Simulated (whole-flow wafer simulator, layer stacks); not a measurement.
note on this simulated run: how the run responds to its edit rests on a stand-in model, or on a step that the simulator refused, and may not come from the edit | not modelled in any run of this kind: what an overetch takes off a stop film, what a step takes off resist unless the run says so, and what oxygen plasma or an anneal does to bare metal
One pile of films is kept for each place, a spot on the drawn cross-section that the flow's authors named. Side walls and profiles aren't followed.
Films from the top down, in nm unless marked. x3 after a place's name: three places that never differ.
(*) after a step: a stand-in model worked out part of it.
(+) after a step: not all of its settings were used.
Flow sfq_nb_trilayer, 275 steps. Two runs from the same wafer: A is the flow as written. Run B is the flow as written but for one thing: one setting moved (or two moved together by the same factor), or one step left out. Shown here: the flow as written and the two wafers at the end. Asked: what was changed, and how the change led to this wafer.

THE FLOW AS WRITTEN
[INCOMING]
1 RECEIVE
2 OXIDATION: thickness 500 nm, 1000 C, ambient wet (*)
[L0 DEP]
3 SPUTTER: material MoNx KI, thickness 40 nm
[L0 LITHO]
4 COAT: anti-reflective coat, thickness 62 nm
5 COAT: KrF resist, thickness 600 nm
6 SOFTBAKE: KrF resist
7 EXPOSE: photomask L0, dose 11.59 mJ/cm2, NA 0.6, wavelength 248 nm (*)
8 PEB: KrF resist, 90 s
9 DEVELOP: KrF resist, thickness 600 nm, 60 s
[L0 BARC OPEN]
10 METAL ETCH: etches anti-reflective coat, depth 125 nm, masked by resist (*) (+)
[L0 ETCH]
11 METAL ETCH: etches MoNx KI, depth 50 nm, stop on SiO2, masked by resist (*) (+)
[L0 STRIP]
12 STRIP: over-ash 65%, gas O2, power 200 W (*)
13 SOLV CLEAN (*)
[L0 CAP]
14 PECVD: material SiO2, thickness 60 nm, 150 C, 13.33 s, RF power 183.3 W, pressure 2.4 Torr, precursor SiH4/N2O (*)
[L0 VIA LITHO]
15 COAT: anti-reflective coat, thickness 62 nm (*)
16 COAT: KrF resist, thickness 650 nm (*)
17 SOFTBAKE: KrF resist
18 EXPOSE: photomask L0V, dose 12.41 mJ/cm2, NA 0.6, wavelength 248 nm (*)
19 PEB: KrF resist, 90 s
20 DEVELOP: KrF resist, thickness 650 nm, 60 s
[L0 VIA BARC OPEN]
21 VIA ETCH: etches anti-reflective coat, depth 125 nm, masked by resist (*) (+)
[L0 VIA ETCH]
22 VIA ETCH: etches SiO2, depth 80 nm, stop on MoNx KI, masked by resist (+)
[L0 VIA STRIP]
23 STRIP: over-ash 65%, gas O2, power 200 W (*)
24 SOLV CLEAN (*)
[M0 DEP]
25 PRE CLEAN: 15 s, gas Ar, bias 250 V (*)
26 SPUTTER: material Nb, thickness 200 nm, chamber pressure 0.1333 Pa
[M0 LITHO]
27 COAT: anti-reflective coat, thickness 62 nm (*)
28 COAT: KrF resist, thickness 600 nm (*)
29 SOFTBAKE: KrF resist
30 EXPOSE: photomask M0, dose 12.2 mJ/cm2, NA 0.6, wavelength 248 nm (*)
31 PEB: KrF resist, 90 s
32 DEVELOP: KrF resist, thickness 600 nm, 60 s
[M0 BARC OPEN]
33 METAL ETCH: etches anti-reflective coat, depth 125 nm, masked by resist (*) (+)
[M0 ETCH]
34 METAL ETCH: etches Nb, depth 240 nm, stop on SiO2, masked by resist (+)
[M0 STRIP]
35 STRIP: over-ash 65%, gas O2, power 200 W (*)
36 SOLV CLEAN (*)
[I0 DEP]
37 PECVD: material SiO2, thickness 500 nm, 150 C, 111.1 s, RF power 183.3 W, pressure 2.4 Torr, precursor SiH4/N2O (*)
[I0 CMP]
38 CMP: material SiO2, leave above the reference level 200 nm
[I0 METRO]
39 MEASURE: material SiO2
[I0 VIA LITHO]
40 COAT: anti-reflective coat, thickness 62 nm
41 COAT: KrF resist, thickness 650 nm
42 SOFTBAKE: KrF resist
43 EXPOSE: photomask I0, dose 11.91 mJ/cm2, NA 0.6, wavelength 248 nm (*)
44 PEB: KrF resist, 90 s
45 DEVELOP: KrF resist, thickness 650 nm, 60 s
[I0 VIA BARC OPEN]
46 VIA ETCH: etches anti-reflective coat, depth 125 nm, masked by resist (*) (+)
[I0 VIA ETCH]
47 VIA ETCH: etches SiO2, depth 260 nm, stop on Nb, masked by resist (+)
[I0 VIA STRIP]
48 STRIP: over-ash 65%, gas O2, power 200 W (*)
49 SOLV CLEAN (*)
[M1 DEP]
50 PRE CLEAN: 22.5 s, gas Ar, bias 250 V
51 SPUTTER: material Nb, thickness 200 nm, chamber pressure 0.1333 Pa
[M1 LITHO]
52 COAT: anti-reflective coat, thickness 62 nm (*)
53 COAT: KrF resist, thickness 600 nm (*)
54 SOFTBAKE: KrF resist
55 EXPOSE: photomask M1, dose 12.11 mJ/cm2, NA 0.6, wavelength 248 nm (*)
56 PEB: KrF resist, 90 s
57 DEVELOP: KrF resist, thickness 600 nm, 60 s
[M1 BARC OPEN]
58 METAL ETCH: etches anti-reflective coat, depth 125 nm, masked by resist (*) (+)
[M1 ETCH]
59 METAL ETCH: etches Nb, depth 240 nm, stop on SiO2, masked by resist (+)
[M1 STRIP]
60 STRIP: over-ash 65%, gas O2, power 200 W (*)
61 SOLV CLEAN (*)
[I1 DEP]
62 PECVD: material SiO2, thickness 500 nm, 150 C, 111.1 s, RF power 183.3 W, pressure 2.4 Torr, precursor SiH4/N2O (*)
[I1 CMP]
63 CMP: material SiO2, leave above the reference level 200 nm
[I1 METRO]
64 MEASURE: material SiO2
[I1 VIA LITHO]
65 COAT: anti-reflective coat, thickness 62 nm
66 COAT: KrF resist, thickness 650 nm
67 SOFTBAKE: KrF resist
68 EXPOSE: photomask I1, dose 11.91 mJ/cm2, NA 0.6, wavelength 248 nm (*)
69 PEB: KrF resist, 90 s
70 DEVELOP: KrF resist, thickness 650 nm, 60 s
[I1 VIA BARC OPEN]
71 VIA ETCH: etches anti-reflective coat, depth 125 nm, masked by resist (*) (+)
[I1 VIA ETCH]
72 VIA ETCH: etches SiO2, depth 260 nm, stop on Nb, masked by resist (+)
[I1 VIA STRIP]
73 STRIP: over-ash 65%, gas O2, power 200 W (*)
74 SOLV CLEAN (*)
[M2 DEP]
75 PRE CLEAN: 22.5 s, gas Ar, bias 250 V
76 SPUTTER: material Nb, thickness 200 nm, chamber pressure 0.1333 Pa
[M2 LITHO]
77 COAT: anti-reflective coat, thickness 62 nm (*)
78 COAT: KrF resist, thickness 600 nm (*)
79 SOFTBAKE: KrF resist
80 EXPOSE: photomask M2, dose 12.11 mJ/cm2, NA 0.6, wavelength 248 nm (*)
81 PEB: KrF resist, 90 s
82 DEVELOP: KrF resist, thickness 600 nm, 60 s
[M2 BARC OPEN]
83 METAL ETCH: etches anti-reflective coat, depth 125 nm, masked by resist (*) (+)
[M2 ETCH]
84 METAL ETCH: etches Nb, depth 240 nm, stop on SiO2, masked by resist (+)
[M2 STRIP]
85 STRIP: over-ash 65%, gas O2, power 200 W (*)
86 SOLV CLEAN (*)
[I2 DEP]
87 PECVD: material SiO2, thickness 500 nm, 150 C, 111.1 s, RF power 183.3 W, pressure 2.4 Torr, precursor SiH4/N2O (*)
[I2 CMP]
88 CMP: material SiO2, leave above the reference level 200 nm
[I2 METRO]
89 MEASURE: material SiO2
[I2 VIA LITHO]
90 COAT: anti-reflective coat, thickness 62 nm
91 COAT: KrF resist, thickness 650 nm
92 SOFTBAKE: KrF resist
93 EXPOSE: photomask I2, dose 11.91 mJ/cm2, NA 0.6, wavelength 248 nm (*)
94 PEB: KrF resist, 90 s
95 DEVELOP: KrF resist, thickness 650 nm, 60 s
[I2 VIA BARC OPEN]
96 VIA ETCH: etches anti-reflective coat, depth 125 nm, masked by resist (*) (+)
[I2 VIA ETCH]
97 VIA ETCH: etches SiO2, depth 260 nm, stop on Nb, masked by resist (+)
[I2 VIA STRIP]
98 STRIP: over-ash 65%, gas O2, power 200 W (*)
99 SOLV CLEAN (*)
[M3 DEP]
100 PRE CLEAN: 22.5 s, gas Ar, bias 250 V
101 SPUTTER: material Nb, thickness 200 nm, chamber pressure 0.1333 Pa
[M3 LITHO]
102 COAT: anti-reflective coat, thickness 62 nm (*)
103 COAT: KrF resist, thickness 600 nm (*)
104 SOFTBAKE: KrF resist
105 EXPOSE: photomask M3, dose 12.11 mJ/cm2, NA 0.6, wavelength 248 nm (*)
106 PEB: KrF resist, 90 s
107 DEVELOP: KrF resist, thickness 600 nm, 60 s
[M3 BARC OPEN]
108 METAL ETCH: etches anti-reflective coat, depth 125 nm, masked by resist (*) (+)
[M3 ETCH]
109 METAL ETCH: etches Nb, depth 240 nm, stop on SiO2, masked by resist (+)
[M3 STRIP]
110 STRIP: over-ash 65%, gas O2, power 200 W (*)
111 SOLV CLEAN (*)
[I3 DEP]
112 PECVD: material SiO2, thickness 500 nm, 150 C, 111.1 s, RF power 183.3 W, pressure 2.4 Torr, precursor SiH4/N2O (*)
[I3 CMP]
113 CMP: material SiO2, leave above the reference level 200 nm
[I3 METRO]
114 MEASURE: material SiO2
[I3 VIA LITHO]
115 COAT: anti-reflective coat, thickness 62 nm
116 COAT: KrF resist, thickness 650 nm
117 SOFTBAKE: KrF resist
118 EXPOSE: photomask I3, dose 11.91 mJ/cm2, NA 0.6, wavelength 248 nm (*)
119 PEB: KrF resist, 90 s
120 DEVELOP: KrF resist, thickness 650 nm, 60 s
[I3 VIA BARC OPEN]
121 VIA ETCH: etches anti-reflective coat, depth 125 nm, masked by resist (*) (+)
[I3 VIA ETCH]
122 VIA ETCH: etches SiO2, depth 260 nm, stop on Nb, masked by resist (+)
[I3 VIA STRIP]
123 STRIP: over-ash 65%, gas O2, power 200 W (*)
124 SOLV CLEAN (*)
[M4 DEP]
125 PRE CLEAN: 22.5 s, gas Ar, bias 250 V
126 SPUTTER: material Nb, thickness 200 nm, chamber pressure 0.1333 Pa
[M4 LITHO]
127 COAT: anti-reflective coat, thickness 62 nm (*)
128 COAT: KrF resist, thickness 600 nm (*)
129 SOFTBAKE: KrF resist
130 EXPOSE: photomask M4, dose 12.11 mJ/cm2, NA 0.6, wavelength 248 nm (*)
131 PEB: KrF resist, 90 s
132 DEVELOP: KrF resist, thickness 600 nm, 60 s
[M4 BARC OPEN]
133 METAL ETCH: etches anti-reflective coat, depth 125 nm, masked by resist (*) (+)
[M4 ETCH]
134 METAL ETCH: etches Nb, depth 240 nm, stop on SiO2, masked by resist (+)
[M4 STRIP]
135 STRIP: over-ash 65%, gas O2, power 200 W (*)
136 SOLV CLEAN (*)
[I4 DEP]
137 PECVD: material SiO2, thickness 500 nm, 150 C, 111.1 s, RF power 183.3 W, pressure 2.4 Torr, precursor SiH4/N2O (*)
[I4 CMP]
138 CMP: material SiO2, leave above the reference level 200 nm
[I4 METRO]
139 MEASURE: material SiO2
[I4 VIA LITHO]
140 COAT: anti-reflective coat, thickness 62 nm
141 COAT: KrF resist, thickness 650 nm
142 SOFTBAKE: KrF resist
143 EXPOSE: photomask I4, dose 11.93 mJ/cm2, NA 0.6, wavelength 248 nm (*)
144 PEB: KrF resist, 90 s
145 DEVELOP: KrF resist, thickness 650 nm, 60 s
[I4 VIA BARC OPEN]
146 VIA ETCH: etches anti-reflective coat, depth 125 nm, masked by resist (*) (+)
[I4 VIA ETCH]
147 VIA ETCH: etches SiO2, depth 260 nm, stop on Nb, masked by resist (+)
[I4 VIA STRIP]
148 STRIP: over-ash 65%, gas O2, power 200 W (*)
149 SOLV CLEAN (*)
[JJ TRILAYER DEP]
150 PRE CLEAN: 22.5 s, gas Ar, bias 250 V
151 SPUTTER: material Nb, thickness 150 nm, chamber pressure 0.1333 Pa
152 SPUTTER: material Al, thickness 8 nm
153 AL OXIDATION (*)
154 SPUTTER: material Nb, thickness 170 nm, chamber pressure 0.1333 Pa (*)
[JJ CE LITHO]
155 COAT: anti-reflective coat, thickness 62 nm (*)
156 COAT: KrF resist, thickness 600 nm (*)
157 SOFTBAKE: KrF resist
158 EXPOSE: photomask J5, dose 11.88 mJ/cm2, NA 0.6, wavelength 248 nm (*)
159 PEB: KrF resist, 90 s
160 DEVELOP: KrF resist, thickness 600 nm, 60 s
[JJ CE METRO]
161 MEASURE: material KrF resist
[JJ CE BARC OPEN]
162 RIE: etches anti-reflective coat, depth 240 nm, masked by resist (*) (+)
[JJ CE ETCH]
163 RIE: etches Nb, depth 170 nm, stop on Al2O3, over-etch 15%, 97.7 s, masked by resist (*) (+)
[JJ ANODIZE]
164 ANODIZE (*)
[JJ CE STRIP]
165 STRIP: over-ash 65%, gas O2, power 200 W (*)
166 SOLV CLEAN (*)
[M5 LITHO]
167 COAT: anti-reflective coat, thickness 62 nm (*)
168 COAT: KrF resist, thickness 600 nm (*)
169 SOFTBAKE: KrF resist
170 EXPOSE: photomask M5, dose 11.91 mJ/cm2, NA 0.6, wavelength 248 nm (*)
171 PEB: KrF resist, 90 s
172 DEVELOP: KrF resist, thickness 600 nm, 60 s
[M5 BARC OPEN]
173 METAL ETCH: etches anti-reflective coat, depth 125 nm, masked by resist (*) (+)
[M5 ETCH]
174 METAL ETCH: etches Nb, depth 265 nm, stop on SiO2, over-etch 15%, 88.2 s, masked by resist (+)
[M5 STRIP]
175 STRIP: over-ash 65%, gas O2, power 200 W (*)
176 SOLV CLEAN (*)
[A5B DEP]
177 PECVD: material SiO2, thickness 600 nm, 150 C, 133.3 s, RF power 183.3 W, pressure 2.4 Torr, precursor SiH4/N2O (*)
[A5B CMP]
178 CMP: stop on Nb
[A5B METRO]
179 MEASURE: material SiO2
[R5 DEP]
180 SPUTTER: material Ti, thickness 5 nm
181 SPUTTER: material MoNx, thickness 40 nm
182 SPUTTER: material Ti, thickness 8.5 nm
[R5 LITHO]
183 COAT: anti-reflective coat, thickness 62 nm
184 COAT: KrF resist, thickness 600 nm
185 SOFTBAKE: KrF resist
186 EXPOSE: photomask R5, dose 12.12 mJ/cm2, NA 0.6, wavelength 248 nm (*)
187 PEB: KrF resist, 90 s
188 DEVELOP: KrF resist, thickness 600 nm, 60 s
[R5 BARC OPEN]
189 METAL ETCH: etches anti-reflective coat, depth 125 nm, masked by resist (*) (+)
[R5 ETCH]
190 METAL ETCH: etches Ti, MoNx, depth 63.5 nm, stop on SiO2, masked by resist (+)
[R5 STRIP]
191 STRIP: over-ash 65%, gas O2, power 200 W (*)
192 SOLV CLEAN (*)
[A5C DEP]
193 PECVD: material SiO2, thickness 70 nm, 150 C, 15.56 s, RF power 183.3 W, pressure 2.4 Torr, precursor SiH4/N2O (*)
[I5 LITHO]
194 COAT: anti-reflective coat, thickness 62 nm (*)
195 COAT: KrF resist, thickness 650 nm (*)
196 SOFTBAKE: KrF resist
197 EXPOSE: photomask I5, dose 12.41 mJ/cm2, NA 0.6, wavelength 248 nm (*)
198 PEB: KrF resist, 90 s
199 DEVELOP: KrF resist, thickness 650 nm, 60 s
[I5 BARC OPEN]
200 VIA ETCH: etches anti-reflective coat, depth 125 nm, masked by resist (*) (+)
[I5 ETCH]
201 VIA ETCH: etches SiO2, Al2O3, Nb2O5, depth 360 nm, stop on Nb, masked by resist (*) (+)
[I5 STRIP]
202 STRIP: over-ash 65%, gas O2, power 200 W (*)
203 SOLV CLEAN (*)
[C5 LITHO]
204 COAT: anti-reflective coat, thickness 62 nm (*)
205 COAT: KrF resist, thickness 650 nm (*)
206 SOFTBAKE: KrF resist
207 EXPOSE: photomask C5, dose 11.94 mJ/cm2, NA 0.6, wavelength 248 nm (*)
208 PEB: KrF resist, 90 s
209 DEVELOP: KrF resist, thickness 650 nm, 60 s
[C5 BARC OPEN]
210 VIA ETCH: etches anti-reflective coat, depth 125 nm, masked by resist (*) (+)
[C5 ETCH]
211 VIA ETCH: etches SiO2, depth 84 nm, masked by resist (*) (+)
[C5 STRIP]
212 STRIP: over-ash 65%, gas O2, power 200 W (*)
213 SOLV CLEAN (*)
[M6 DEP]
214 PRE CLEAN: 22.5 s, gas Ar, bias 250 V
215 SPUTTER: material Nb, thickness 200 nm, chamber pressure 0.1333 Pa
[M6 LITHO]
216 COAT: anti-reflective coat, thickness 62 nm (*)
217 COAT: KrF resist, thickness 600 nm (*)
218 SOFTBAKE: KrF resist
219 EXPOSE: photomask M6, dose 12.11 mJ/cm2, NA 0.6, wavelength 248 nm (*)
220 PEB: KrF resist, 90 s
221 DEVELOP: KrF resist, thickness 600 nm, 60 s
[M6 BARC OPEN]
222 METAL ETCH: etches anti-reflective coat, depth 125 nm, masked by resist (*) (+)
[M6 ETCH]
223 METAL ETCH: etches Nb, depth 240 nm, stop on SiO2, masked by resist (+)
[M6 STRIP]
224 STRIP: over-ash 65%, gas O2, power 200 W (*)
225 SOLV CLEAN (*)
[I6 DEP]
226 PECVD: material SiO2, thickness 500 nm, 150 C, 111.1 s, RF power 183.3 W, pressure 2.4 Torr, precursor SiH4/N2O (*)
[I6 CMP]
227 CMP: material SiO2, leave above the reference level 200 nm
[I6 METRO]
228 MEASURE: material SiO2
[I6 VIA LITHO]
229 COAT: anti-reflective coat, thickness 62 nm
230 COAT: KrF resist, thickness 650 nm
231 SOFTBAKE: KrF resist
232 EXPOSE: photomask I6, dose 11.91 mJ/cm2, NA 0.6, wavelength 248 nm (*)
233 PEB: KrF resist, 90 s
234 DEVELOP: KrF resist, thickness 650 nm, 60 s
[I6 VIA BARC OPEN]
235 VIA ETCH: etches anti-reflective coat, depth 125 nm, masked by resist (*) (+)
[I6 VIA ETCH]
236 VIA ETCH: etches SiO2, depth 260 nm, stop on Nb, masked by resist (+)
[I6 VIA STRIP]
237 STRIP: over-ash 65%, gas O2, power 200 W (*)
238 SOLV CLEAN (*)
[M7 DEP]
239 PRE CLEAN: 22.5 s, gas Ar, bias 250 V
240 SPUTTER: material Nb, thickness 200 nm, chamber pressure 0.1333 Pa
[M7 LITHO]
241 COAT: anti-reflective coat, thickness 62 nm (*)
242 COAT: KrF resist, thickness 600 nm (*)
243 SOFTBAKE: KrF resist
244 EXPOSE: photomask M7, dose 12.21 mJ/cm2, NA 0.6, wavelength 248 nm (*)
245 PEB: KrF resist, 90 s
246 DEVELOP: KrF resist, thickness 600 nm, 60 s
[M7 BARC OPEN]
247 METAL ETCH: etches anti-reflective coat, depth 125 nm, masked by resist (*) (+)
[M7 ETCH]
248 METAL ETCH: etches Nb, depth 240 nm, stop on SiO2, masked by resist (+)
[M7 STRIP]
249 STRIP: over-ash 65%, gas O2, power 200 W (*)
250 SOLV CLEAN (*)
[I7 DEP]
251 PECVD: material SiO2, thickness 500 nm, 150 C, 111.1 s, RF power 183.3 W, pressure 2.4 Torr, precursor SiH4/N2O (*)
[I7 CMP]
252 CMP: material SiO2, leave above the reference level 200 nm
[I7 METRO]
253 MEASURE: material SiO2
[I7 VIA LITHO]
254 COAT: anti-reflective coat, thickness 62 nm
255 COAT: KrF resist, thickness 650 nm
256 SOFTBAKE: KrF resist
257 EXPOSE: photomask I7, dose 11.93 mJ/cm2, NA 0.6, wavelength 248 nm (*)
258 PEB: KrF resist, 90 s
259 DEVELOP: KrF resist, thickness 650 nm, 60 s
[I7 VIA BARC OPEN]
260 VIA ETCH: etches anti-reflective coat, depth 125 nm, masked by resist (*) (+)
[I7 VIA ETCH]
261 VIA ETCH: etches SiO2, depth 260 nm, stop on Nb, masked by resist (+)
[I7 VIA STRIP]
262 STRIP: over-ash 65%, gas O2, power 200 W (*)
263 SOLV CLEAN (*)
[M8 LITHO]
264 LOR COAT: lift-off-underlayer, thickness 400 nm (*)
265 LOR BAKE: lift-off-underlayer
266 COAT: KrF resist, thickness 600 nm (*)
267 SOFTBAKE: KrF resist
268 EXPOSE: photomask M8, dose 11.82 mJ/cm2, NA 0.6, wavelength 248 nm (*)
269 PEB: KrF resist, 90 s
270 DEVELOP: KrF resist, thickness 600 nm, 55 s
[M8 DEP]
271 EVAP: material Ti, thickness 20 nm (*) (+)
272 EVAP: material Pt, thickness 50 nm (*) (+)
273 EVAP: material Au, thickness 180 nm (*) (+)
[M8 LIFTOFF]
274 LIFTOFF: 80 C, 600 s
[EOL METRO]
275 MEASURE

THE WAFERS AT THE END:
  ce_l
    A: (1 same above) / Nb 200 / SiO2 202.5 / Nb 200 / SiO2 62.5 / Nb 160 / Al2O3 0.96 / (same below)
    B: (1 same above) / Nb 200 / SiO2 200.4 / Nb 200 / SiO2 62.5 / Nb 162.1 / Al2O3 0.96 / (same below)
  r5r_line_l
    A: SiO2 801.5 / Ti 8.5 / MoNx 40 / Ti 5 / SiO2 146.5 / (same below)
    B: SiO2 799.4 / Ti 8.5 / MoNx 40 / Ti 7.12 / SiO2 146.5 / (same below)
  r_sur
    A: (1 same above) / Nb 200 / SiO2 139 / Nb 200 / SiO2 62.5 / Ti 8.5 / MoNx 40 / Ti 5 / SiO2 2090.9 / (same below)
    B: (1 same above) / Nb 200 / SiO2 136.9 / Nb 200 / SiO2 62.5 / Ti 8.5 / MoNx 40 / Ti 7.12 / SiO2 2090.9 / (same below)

The cause: step 180, SPUTTER: thickness 7.12 nm was run, where the flow has thickness 5 nm.
It can be read off the wafer: r5r_line_l has Ti 7.12, and step 180 as written asks for 5 nm.

How the change led to this, step by step:
  180 SPUTTER: material Ti, thickness 5 nm
      field_l, v_sur, via_wl and 103 more: A Ti +5 (new film) | B Ti +7.12 (new film)
  190 METAL ETCH: etches Ti, MoNx, depth 63.5 nm, stop on SiO2, masked by resist (+)
      field_l, v_sur, via_wl and 92 more: A Ti -8.5 (all of it), MoNx -40 (all of it), Ti -5 (all of it) | B Ti -8.5 (all of it), MoNx -40 (all of it), Ti -7.12 (all of it)
      ce_l, c5j, ce_r, wl_jj: A Ti -8.5 (all of it), MoNx -40 (all of it), Ti -5 (all of it), Nb -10 | B Ti -8.5 (all of it), MoNx -40 (all of it), Ti -7.12 (all of it), Nb -7.88
